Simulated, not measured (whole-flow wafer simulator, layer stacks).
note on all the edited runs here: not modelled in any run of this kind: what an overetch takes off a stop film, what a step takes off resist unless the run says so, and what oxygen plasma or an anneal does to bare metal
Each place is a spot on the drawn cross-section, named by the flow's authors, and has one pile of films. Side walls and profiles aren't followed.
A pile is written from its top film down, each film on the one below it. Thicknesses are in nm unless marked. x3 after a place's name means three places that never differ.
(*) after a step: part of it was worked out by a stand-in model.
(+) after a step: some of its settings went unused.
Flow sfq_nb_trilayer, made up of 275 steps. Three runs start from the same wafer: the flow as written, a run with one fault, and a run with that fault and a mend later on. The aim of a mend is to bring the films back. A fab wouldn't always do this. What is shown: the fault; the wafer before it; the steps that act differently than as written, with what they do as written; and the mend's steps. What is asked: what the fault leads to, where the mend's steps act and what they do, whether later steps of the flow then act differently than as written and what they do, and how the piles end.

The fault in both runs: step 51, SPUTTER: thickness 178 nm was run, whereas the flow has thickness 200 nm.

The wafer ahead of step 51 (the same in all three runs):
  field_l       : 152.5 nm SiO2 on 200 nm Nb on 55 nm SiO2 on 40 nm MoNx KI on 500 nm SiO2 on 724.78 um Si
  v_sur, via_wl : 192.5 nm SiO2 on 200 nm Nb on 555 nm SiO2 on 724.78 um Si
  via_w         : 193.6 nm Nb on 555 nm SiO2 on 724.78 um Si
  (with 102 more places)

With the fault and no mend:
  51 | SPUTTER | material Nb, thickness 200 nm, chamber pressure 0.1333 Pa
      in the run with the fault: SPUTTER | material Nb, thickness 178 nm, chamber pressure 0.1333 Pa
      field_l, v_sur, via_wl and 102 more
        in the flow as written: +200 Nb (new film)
        in the run with the fault: +178 Nb (new film)
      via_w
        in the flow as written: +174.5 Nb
        in the run with the fault: +155.6 Nb
  Steps further on in the flow that do not act as written (2 other steps are not shown; they differ only slightly, by no more than 2% or 0.5 nm, whichever is larger):
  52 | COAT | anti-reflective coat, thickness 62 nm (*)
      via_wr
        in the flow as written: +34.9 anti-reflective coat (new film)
        in the run with the fault: +33.9 anti-reflective coat (new film)
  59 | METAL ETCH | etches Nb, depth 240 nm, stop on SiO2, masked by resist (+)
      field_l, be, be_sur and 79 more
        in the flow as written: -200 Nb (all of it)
        in the run with the fault: -178 Nb (all of it)
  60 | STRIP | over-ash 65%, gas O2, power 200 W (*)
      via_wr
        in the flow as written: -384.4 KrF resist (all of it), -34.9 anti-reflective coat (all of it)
        in the run with the fault: -385.6 KrF resist (all of it), -33.9 anti-reflective coat (all of it)
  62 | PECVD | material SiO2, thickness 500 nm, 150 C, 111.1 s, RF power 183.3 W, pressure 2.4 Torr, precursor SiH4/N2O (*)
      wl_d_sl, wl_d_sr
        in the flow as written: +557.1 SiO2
        in the run with the fault: +535.1 SiO2
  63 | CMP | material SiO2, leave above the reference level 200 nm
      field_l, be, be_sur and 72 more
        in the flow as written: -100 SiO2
        in the run with the fault: -122 SiO2
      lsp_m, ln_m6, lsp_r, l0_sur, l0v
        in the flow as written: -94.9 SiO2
        in the run with the fault: -122 SiO2
  At v_sur, via_wl, via_w and 30 more, the piles at the end differ from the flow's by more than 2% or 0.5 nm, whichever is larger.
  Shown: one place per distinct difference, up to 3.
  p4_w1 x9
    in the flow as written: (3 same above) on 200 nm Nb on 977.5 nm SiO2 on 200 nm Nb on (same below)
    in the run with the fault: (3 same above) on 200 nm Nb on 955.5 nm SiO2 on 200 nm Nb on (same below)
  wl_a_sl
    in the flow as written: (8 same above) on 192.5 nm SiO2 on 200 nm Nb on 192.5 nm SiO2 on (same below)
    in the run with the fault: (8 same above) on 192.5 nm SiO2 on 178 nm Nb on 192.5 nm SiO2 on (same below)
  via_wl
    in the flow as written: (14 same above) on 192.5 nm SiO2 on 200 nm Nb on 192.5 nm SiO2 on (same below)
    in the run with the fault: (14 same above) on 192.5 nm SiO2 on 178 nm Nb on 192.5 nm SiO2 on (same below)

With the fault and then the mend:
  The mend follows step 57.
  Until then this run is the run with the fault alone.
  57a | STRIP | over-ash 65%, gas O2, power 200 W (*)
      p4_fl x3, p4_w1 x9, p4_g1 x2 and 47 more
        -62 anti-reflective coat (all of it)
      wl_j_sl, wl_jj, wl_j_sr and 13 more
        -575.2 KrF resist (all of it), -62 anti-reflective coat (all of it)
      r_sur, res, r_end and 8 more
        -61.8 anti-reflective coat (all of it)
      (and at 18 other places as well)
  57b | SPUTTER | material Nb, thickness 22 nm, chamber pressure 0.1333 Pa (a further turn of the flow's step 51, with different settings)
      field_l, v_sur, via_wl and 102 more
        +22 Nb
      via_w
        +17 Nb
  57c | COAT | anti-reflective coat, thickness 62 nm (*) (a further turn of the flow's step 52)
      p4_fl x3, p4_w1 x9, p4_g1 x2 and 63 more
        +62 anti-reflective coat (new film)
      r_sur, res, r_end and 9 more
        +61.8 anti-reflective coat (new film)
      jj_sur, ce_l, c5j, ce_r, sp_r, be_r
        +61.7 anti-reflective coat (new film)
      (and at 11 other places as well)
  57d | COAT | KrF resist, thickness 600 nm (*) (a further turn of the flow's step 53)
      p4_fl x3, p4_w1 x9, p4_g1 x2 and 63 more
        +600 KrF resist (new film)
      res, r_end, moat, field_r, l0_sur
        +599.4 KrF resist (new film)
      lsp_l, ln_m5, lsp_m, ln_m6, lsp_r
        +599.5 KrF resist (new film)
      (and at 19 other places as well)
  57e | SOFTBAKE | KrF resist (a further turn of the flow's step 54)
      alters no film at any place that is followed
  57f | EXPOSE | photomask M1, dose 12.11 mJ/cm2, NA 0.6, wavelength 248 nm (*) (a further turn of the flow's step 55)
      alters no film at any place that is followed
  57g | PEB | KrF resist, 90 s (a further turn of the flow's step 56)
      wire, be, be_sur and 96 more
        -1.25 KrF resist
      field_l, via_v
        -1.24 KrF resist
      via_wl, via_wr
        -1.26 KrF resist
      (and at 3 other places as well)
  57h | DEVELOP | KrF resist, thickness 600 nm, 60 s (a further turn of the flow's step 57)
      p4_fl x3, p4_w1 x9, p4_g1 x2 and 47 more
        -598.7 KrF resist (all of it)
      v_sur, via_wl, via_w and 21 more
        -23.5 KrF resist
      moat, field_r, lsp_l, lsp_m, ln_m6, lsp_r, l0_sur
        -598.2 KrF resist (all of it)
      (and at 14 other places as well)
  Every later step of the flow that is run acts as written, at every place that is followed, to within 2% or 0.5 nm, whichever is larger.
  At the end the piles are close to the flow's at the places that both follow, differing by at most 2% or 0.5 nm, whichever is larger.
